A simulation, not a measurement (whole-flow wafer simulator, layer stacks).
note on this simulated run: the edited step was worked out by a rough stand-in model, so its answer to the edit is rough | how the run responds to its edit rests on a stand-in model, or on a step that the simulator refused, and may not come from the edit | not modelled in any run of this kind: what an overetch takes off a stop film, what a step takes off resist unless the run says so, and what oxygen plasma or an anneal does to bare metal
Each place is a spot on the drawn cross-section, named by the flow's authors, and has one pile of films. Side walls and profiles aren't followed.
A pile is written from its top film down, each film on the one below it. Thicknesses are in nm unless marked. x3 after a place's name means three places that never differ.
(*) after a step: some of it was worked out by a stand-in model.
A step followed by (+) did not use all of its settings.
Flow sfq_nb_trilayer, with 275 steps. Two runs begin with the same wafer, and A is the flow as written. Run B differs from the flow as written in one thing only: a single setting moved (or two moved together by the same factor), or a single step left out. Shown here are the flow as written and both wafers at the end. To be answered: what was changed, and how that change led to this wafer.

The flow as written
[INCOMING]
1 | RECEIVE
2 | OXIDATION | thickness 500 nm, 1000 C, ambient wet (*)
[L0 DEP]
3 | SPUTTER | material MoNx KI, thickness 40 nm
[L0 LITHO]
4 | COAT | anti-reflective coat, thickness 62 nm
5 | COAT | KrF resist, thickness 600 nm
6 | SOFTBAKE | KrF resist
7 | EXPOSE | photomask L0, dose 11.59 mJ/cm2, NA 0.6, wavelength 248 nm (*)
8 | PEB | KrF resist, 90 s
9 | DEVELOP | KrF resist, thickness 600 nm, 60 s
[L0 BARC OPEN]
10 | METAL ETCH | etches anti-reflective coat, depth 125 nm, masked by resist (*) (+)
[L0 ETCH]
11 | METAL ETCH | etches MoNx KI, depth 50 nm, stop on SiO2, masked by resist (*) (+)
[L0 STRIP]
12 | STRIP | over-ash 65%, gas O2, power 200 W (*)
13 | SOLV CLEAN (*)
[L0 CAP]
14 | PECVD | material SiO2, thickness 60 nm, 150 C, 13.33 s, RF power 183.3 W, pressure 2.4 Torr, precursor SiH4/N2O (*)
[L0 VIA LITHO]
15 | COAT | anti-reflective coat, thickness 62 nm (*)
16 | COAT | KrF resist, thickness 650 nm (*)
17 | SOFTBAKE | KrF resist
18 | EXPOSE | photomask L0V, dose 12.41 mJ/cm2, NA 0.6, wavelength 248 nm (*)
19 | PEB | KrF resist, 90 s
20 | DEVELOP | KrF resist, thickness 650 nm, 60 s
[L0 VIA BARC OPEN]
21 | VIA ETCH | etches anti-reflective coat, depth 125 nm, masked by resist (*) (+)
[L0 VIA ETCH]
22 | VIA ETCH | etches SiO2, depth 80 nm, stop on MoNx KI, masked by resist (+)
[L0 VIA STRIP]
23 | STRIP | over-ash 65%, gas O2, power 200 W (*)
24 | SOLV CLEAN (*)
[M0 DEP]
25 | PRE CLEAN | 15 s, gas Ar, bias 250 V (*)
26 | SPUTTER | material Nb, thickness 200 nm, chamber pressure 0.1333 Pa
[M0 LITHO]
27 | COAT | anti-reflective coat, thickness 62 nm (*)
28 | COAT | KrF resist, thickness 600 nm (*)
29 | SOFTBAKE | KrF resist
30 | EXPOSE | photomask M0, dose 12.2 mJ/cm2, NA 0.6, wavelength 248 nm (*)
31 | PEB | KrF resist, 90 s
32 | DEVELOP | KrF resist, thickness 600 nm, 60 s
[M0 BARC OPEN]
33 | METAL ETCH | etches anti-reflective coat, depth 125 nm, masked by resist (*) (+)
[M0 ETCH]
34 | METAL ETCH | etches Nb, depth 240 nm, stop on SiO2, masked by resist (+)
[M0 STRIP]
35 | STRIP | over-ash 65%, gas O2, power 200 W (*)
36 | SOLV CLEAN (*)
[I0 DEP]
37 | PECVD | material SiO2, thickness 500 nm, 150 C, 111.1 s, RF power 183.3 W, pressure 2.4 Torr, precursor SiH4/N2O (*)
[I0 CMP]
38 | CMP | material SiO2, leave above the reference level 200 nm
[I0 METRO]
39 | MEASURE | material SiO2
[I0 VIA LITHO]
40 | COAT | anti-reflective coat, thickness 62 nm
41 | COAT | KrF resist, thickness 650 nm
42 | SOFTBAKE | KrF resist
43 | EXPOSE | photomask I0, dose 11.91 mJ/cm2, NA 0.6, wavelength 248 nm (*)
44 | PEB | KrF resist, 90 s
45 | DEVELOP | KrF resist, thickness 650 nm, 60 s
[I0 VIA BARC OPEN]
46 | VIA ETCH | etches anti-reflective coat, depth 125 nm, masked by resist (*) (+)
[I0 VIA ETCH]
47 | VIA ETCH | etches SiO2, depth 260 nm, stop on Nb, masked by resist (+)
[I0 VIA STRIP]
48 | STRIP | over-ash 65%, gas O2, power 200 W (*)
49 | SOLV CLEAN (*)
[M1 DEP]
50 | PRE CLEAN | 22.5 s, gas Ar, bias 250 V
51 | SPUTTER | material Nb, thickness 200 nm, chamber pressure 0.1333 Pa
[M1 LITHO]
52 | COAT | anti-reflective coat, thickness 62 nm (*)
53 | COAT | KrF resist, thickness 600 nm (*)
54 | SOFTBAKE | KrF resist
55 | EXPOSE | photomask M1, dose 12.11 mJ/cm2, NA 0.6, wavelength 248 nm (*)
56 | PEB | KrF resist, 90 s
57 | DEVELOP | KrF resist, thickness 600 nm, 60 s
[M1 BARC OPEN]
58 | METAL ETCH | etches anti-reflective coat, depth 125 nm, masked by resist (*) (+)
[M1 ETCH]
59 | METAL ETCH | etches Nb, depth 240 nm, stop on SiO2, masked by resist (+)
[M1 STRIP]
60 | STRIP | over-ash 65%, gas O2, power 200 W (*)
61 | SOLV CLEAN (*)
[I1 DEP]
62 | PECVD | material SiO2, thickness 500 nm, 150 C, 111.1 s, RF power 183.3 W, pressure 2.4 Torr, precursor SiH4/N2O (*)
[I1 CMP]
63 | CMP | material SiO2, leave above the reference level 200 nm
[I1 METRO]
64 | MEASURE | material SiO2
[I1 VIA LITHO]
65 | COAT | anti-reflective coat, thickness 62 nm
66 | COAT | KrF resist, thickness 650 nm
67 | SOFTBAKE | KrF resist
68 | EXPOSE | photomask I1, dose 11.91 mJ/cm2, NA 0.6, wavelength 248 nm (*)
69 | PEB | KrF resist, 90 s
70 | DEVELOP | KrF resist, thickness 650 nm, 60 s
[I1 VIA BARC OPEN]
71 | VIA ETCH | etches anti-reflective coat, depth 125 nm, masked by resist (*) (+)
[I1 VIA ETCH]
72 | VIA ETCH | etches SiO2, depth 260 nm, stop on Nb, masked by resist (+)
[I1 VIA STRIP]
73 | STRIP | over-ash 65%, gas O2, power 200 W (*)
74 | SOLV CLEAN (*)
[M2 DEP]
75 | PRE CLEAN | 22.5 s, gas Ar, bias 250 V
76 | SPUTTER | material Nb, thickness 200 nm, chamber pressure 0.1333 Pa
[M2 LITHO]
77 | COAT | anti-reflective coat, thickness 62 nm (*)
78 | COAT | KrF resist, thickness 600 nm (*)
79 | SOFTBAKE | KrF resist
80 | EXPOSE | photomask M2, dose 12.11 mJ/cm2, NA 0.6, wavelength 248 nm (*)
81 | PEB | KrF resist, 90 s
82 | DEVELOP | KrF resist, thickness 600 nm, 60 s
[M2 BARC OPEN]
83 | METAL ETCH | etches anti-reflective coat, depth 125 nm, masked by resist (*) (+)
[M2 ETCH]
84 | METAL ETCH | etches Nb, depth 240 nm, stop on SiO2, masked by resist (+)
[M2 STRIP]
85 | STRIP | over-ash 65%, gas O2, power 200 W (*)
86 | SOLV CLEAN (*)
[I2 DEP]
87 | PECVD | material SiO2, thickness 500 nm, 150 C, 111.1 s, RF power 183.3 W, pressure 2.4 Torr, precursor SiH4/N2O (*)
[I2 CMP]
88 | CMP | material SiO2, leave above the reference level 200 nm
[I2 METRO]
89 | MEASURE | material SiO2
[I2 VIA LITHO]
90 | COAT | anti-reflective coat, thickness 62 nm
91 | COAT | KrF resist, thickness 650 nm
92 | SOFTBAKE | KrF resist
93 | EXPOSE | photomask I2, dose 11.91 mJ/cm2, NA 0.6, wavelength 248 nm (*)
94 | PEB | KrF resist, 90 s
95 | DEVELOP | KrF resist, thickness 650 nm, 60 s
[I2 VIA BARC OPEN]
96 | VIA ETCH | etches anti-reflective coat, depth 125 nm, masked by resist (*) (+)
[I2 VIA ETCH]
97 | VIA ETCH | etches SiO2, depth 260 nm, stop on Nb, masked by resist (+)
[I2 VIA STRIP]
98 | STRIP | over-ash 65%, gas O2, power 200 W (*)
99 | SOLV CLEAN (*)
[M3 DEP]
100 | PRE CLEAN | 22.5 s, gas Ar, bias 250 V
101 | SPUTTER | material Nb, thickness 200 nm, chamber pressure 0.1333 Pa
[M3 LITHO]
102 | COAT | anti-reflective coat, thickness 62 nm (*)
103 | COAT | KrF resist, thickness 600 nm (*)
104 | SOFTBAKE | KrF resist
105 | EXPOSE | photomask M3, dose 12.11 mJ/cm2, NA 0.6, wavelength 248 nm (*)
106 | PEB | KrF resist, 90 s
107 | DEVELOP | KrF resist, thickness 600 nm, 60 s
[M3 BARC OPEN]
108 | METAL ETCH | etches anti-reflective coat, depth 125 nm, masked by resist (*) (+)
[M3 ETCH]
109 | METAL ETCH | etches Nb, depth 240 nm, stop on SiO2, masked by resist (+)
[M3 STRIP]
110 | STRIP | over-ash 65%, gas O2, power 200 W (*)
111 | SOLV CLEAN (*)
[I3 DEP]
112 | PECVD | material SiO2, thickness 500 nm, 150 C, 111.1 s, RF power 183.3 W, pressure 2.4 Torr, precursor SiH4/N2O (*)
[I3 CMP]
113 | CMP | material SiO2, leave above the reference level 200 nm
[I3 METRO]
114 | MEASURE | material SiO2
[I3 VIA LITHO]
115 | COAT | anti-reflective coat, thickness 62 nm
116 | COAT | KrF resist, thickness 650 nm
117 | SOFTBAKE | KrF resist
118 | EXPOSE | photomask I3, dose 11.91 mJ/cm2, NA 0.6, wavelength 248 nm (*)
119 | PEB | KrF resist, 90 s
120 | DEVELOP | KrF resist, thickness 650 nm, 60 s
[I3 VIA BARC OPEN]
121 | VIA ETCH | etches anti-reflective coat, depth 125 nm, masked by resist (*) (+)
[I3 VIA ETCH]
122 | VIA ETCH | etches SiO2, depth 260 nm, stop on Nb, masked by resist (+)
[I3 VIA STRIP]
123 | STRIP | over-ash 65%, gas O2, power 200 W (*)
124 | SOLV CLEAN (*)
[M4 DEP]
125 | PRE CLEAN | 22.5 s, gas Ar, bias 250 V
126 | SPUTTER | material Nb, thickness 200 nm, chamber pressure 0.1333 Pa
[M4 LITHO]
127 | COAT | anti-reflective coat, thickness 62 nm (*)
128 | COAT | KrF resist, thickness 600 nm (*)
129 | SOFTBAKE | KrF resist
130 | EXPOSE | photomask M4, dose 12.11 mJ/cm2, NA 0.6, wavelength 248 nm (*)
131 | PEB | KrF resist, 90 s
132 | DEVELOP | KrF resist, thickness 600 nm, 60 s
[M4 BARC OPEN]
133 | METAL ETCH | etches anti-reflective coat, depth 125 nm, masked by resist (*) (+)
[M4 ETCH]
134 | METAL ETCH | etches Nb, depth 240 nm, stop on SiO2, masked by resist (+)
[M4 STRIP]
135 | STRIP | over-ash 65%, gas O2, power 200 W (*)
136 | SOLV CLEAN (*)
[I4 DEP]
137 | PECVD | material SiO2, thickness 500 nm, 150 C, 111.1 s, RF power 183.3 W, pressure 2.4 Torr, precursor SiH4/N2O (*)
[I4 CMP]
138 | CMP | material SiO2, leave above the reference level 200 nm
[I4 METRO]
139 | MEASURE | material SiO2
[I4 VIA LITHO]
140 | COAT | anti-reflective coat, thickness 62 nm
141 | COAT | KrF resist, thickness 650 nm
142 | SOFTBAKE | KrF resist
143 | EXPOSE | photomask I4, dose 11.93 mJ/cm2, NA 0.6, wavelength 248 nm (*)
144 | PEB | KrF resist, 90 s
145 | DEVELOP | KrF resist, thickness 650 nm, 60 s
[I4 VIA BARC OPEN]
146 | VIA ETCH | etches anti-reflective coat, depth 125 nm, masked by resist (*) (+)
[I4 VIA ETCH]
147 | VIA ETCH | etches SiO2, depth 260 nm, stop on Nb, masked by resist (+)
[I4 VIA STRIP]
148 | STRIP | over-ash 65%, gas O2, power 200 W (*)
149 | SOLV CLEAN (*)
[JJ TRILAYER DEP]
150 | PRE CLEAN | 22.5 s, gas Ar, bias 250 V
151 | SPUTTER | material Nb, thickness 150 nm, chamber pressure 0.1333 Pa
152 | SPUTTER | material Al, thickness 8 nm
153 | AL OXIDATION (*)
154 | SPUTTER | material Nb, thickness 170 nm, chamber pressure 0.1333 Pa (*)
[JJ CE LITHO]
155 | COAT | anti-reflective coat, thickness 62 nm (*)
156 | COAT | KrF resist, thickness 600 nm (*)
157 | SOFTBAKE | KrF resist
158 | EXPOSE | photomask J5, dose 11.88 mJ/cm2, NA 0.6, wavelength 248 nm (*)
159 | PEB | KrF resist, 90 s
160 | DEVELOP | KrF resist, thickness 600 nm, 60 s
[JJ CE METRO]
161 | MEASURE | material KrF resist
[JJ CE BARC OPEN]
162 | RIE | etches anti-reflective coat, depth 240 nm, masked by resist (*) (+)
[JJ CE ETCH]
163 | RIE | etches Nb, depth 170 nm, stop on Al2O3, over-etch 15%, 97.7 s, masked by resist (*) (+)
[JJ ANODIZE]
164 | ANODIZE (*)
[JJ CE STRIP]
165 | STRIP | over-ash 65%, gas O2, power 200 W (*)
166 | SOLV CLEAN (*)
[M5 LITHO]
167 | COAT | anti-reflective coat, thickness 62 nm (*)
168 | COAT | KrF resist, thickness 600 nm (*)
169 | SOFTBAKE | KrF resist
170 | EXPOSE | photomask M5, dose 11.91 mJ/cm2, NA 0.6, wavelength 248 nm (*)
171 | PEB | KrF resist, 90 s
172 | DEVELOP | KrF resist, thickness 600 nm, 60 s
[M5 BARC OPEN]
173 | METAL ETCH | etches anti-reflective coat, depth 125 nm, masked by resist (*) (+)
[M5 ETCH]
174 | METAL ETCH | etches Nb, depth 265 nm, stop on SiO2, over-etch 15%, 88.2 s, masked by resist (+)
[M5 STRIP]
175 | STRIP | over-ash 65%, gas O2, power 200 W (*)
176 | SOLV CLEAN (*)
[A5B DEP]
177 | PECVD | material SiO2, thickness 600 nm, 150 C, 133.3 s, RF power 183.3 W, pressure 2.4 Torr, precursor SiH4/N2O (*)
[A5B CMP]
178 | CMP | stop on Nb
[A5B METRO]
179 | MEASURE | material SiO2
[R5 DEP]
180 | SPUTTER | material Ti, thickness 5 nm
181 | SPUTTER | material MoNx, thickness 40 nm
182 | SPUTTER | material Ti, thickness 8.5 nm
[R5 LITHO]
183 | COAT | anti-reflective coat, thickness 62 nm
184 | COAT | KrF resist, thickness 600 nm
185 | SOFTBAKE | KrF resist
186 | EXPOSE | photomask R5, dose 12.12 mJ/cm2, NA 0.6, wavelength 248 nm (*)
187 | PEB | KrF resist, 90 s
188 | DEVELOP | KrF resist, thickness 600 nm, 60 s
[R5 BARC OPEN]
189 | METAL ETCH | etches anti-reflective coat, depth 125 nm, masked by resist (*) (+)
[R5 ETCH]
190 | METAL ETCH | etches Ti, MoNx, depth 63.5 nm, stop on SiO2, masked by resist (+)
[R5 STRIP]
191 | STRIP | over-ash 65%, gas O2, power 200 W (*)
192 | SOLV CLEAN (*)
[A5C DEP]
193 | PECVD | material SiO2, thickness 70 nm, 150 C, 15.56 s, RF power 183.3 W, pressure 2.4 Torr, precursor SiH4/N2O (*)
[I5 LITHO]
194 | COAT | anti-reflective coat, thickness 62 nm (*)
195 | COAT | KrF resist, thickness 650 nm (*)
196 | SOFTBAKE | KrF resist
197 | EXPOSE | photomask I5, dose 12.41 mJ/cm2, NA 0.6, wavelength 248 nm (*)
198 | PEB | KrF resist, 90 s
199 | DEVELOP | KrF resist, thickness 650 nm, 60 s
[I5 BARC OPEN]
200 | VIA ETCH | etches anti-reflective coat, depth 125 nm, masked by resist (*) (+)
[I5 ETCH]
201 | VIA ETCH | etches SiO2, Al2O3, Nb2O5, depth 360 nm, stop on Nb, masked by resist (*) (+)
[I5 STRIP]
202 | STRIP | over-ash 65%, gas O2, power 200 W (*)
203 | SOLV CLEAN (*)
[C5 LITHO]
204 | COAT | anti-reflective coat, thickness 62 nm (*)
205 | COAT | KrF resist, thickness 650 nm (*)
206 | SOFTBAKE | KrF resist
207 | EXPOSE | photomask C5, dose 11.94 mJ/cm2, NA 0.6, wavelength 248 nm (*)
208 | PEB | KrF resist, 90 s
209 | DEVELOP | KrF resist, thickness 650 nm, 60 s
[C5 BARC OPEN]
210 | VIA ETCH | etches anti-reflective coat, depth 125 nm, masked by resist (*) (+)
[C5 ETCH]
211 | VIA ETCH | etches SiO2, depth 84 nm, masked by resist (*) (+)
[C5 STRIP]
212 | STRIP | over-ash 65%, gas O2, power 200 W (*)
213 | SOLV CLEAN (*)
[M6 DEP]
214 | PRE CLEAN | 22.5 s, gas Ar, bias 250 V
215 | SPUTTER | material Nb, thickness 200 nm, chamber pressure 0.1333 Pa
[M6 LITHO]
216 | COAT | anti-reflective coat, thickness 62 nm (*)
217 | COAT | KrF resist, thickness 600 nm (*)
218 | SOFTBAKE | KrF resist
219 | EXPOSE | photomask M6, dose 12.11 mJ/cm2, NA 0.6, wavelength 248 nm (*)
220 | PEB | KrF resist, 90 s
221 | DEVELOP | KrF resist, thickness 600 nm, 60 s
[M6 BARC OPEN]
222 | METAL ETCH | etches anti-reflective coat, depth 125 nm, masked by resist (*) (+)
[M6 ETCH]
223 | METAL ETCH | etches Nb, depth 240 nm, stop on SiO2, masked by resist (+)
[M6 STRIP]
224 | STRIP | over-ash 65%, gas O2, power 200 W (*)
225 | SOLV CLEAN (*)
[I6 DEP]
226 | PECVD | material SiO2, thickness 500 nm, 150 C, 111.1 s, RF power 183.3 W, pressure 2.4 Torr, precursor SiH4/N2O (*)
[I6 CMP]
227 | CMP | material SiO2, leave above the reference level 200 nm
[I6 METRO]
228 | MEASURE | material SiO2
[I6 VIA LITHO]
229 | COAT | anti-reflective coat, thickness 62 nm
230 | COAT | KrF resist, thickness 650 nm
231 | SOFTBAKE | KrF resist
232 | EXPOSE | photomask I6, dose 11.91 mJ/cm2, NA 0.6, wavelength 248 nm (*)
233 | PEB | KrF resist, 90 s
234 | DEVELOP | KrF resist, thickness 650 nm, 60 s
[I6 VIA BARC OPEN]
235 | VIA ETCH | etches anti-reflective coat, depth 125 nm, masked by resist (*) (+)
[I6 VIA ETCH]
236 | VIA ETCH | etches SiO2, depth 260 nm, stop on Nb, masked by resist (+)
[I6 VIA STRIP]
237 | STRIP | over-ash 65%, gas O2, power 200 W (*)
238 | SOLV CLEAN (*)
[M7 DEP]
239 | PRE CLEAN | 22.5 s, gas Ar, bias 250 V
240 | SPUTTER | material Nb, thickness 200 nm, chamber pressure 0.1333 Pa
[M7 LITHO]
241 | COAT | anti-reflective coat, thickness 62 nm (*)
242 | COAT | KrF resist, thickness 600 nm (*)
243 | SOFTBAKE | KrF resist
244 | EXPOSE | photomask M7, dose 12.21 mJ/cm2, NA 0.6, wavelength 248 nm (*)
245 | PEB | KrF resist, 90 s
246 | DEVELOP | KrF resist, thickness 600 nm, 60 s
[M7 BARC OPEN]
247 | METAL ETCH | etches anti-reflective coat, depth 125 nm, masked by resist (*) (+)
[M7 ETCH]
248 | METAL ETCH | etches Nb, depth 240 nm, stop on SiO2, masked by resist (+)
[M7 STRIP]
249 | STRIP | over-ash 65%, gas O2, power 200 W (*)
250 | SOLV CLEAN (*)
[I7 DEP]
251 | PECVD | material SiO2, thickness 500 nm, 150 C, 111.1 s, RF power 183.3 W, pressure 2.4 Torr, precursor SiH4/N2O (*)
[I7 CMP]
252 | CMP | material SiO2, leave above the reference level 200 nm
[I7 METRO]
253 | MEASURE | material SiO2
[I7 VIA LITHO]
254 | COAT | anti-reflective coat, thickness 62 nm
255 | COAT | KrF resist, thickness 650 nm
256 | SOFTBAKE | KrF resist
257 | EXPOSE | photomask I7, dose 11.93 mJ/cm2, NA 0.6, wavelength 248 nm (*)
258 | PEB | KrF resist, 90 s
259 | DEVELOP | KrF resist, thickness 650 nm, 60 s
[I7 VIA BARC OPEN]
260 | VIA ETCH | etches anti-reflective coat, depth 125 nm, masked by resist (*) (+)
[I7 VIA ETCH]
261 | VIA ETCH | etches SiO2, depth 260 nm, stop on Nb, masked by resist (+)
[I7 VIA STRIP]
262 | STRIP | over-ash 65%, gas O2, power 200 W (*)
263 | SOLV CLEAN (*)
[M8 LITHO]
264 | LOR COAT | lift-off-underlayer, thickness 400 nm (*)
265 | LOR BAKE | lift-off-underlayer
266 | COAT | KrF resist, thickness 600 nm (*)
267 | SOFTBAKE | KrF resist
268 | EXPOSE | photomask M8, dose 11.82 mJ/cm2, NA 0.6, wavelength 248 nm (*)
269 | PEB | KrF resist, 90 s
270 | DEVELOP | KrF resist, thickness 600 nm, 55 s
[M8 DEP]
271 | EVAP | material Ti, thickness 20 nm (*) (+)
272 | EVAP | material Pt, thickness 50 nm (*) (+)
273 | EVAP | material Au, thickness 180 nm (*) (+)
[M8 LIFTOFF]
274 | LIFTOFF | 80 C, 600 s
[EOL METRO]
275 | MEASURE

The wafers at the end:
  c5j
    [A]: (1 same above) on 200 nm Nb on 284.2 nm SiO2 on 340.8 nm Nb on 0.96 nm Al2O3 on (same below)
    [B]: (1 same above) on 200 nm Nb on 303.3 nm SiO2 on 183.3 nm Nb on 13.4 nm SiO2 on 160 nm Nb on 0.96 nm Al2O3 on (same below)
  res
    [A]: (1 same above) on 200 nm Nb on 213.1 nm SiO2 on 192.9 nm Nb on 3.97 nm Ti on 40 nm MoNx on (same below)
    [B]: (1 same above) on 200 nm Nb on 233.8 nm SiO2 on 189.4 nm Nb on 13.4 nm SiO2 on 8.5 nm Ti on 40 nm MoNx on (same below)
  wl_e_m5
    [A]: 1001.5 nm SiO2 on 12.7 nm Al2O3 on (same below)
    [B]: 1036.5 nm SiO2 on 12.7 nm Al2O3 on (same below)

What caused this: step 193, PECVD: thickness 105 nm was run, though the flow has thickness 70 nm; step 193, PECVD: 23.33 s was run, where the flow has 15.56 s.

How this came from the change, step by step:
  193 | PECVD | material SiO2, thickness 70 nm, 150 C, 15.56 s, RF power 183.3 W, pressure 2.4 Torr, precursor SiH4/N2O (*)
      field_l, v_sur, via_wl and 92 more: A +70 SiO2 | B +105 SiO2
      ce_l, c5j, ce_r and 8 more: A +70 SiO2 (new film) | B +105 SiO2 (new film)
  201 | VIA ETCH | etches SiO2, Al2O3, Nb2O5, depth 360 nm, stop on Nb, masked by resist (*) (+)
      be: A -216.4 SiO2 (all of it), -12.7 Al2O3 (all of it), -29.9 Nb2O5 (all of it) | B -251.4 SiO2 (all of it), -12.7 Al2O3 (all of it), -29.9 Nb2O5 (all of it)
  204 | COAT | anti-reflective coat, thickness 62 nm (*)
      wire: A +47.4 anti-reflective coat (new film) | B +46.3 anti-reflective coat (new film)
      be: A +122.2 anti-reflective coat (new film) | B +127.4 anti-reflective coat (new film)
      (as well as at 1 more place)
  205 | COAT | KrF resist, thickness 650 nm (*)
      be: A +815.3 KrF resist (new film) | B +840.3 KrF resist (new film)
  211 | VIA ETCH | etches SiO2, depth 84 nm, masked by resist (*) (+)
      c5j: A -69.9 SiO2 (all of it), -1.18 Nb | B -84 SiO2
      res: A -69.9 SiO2 (all of it) | B -84 SiO2
  212 | STRIP | over-ash 65%, gas O2, power 200 W (*)
      wire: A -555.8 KrF resist (all of it), -47.4 anti-reflective coat (all of it) | B -553.8 KrF resist (all of it), -46.3 anti-reflective coat (all of it)
      be: A -728.2 KrF resist (all of it), -122.2 anti-reflective coat (all of it) | B -753.1 KrF resist (all of it), -127.4 anti-reflective coat (all of it)
      (as well as at 1 more place)
  214 | PRE CLEAN | 22.5 s, gas Ar, bias 250 V
      c5j: A -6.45 Nb | B -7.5 SiO2
      res: A -4.53 Ti | B -7.5 SiO2
  215 | SPUTTER | material Nb, thickness 200 nm, chamber pressure 0.1333 Pa
      c5j: A +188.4 Nb | B +183.3 Nb (new film)
      be: A +147.3 Nb | B +139.6 Nb
  216 | COAT | anti-reflective coat, thickness 62 nm (*)
      wire: A +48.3 anti-reflective coat (new film) | B +47.1 anti-reflective coat (new film)
      be: A +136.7 anti-reflective coat (new film) | B +142.9 anti-reflective coat (new film)
      (as well as at 6 more places)
  217 | COAT | KrF resist, thickness 600 nm (*)
      be: A +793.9 KrF resist (new film) | B +831.1 KrF resist (new film)
  224 | STRIP | over-ash 65%, gas O2, power 200 W (*)
      wire: A -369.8 KrF resist (all of it), -48.3 anti-reflective coat (all of it) | B -371.1 KrF resist (all of it), -47.1 anti-reflective coat (all of it)
      be: A -575.8 KrF resist (all of it), -136.7 anti-reflective coat (all of it) | B -612.9 KrF resist (all of it), -142.9 anti-reflective coat (all of it)
      (as well as at 6 more places)
  226 | PECVD | material SiO2, thickness 500 nm, 150 C, 111.1 s, RF power 183.3 W, pressure 2.4 Torr, precursor SiH4/N2O (*)
      be: A +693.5 SiO2 (new film) | B +292.4 SiO2 (new film), +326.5 void (new film), +234.5 SiO2 (new film)
      c5j: A +514.7 SiO2 (new film) | B +533.8 SiO2 (new film)
  227 | CMP | material SiO2, leave above the reference level 200 nm
      be: A -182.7 SiO2 | B -292.4 SiO2 (all of it), -326.5 void (all of it)
      res: A -279.4 SiO2 | B -258.7 SiO2
  229 | COAT | anti-reflective coat, thickness 62 nm
      via_v, gap, jj_sur: A +62 anti-reflective coat (new film) | B +60.2 anti-reflective coat (new film)
      via_sp: A +62 anti-reflective coat (new film) | B +60.6 anti-reflective coat (new film)
      (as well as at 5 more places)
  230 | COAT | KrF resist, thickness 650 nm
      be: A +650 KrF resist (new film) | B +857.4 KrF resist (new film)
      gap: A +650 KrF resist (new film) | B +636.2 KrF resist (new film)
  233 | PEB | KrF resist, 90 s
      be: A -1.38 KrF resist | B -1.91 KrF resist
  ... another 15 steps ...
  274 | LIFTOFF | 80 C, 600 s
      be: A -180 Au (all of it), -50 Pt (all of it), -20 Ti (all of it), -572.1 KrF resist (all of it), -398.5 lift-off-underlayer (all of it) | B -180 Au (all of it), -50 Pt (all of it), -20 Ti (all of it), -600.9 KrF resist (all of it), -592.9 lift-off-underlayer (all of it)
      be_sur: A -180 Au (all of it), -50 Pt (all of it), -20 Ti (all of it), -572.6 KrF resist (all of it), -398.9 lift-off-underlayer (all of it) | B -180 Au (all of it), -50 Pt (all of it), -20 Ti (all of it), -582.9 KrF resist (all of it), -376 lift-off-underlayer (all of it)
Taking metal films that touch as one body, c5j has 5 bodies (between them, from the top down: SiO2 303.3; SiO2 13.4; Al2O3 0.96; SiO2 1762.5); the flow as written gives 4 bodies (between them, from the top down: SiO2 284.2; Al2O3 0.96; SiO2 1762.5).
Taking metal films that touch as one body, res has 4 bodies (between them, from the top down: SiO2 233.8; SiO2 13.4; SiO2 2090.9); the flow as written gives 3 bodies (between them, from the top down: SiO2 213.1; SiO2 2090.9).
